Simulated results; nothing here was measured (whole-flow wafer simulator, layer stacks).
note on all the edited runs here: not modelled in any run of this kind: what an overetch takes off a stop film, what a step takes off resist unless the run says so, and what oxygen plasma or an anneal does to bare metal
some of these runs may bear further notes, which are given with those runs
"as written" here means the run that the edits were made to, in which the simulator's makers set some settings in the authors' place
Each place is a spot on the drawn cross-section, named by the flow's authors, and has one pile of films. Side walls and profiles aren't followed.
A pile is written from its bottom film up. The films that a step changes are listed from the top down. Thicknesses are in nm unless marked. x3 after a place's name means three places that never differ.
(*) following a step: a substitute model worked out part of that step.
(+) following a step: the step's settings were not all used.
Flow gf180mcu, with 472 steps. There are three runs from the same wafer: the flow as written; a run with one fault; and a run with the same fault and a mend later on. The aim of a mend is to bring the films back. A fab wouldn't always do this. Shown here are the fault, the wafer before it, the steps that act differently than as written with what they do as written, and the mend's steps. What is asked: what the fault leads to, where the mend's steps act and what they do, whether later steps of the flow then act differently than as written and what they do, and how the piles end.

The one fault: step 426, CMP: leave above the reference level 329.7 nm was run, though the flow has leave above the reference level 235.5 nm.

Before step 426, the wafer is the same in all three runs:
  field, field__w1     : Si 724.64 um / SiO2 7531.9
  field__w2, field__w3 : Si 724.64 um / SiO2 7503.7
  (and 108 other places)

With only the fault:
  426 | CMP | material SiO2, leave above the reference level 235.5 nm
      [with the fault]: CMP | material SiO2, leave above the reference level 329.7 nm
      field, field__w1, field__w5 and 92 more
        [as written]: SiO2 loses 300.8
        [with the fault]: SiO2 loses 206.6
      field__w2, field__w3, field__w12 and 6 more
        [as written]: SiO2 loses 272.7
        [with the fault]: SiO2 loses 178.5
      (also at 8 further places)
  Later steps of the flow acting differently than as written (not shown: 2 more steps that differ only slightly, by at most 2% or 0.5 nm, whichever is larger):
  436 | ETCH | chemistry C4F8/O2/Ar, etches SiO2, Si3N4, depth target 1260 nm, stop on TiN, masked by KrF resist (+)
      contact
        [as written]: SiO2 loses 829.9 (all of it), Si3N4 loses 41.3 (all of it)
        [with the fault]: SiO2 loses 924.1 (all of it), Si3N4 loses 41.3 (all of it)
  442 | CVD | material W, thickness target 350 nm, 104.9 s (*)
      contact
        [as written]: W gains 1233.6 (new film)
        [with the fault]: W gains 1328.5 (new film)
  By the end, the piles at field__w4, field__w8, contact, m1, m1__w1, mim, mim_1p0, m1_nw depart from the flow's by more than 2% or 0.5 nm, whichever is larger.
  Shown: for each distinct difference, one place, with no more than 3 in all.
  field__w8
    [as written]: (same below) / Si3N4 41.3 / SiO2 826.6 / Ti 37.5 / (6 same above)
    [with the fault]: (same below) / Si3N4 41.3 / SiO2 920.8 / Ti 37.5 / (6 same above)
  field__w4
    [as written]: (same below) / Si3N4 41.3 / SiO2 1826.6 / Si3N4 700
    [with the fault]: (same below) / Si3N4 41.3 / SiO2 1920.8 / Si3N4 700
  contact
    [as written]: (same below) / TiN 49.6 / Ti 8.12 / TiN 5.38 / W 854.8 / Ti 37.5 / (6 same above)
    [with the fault]: (same below) / TiN 49.6 / Ti 7.69 / TiN 5.1 / W 949.7 / Ti 37.5 / (6 same above)

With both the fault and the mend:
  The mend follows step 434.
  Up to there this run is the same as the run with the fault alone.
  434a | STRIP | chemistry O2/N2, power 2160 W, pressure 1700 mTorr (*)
      field, field__w1, field__w2 and 108 more
        KrF resist loses 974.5 (all of it), anti-reflective coat loses 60 (all of it)
      contact
        anti-reflective coat loses 60 (all of it)
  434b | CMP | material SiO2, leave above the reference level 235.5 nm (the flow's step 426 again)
      field, field__w1, field__w2 and 109 more
        SiO2 loses 94.2
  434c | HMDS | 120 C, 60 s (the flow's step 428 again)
      leaves every film unchanged at each place that is followed
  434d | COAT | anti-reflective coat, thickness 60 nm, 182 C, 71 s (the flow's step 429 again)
      field, field__w1, field__w2 and 109 more
        anti-reflective coat gains 60 (new film)
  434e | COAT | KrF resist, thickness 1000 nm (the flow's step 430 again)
      field, field__w1, field__w2 and 109 more
        KrF resist gains 1000 (new film)
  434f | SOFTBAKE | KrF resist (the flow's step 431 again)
      leaves every film unchanged at each place that is followed
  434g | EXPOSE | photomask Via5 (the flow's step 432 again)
      leaves every film unchanged at each place that is followed
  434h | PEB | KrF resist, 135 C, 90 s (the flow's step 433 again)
      field, field__w1, field__w2 and 109 more
        KrF resist loses 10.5
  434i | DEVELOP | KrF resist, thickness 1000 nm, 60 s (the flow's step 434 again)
      field, field__w1, field__w2 and 108 more
        KrF resist loses 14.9
      contact
        KrF resist loses 989.5 (all of it)
  None of the later steps of the flow acts differently than as written at any place that is followed.
  The piles end the same as the flow's at every place that both follow.
